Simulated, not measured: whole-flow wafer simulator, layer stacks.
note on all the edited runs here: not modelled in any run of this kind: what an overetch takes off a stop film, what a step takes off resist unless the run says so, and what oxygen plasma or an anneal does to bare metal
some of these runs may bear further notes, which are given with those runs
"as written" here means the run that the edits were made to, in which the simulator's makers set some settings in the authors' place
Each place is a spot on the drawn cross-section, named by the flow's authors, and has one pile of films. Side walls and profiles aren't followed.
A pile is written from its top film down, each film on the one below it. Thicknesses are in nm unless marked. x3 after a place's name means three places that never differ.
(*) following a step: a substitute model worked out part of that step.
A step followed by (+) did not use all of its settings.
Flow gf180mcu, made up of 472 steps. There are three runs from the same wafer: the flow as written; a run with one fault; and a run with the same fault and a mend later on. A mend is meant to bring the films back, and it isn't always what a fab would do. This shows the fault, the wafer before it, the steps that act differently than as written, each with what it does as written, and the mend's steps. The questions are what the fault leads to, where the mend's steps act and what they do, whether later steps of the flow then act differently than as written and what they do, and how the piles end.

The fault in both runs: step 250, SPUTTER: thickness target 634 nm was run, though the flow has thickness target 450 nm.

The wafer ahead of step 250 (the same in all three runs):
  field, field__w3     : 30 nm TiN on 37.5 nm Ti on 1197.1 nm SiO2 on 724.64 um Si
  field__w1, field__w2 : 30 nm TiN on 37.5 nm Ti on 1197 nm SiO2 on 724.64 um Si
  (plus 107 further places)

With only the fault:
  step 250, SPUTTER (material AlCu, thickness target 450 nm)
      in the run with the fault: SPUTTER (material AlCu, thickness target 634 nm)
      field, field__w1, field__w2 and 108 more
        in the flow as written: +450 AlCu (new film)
        in the run with the fault: +634 AlCu (new film)
  Steps further on in the flow that do not act as written:
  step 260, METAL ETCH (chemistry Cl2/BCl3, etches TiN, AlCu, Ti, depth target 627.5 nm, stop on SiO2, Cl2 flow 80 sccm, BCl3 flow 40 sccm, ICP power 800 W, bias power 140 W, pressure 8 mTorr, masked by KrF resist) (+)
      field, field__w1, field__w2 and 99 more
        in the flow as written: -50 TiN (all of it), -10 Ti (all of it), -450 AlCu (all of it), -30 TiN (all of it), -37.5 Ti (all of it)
        in the run with the fault: -50 TiN (all of it), -10 Ti (all of it), -567.5 AlCu
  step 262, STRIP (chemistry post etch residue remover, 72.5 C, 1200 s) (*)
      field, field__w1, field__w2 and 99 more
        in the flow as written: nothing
        in the run with the fault: -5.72 AlCu
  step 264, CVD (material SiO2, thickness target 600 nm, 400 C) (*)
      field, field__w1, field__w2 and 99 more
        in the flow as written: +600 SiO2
        in the run with the fault: +600 SiO2 (new film)
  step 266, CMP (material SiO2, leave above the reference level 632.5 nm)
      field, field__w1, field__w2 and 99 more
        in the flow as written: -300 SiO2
        in the run with the fault: -244.3 SiO2
  The piles end different from the flow's at field, field__w1, field__w2 and 109 more by more than 2% or 0.5 nm, whichever is larger.
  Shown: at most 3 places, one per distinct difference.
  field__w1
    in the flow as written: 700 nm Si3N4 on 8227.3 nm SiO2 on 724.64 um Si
    in the run with the fault: 700 nm Si3N4 on 7086 nm SiO2 on 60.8 nm AlCu on 30 nm TiN on 37.5 nm Ti on 1197 nm SiO2 on 724.64 um Si
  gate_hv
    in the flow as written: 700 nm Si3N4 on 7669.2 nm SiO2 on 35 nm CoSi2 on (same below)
    in the run with the fault: 700 nm Si3N4 on 7086 nm SiO2 on 60.8 nm AlCu on 30 nm TiN on 37.5 nm Ti on 638.9 nm SiO2 on 35 nm CoSi2 on (same below)
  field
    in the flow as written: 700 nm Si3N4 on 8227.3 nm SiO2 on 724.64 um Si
    in the run with the fault: 700 nm Si3N4 on 7086 nm SiO2 on 60.8 nm AlCu on 30 nm TiN on 37.5 nm Ti on 1197.1 nm SiO2 on 724.64 um Si

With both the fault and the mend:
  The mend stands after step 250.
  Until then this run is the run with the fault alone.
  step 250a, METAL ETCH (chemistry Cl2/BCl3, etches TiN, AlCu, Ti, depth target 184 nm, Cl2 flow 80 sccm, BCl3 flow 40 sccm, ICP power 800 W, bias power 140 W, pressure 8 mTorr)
      field, field__w1, field__w2 and 108 more
        -184 AlCu
  Every later step of the flow that is run acts as written at every place that is followed.
  By the end, the piles equal the flow's at every place that both follow.
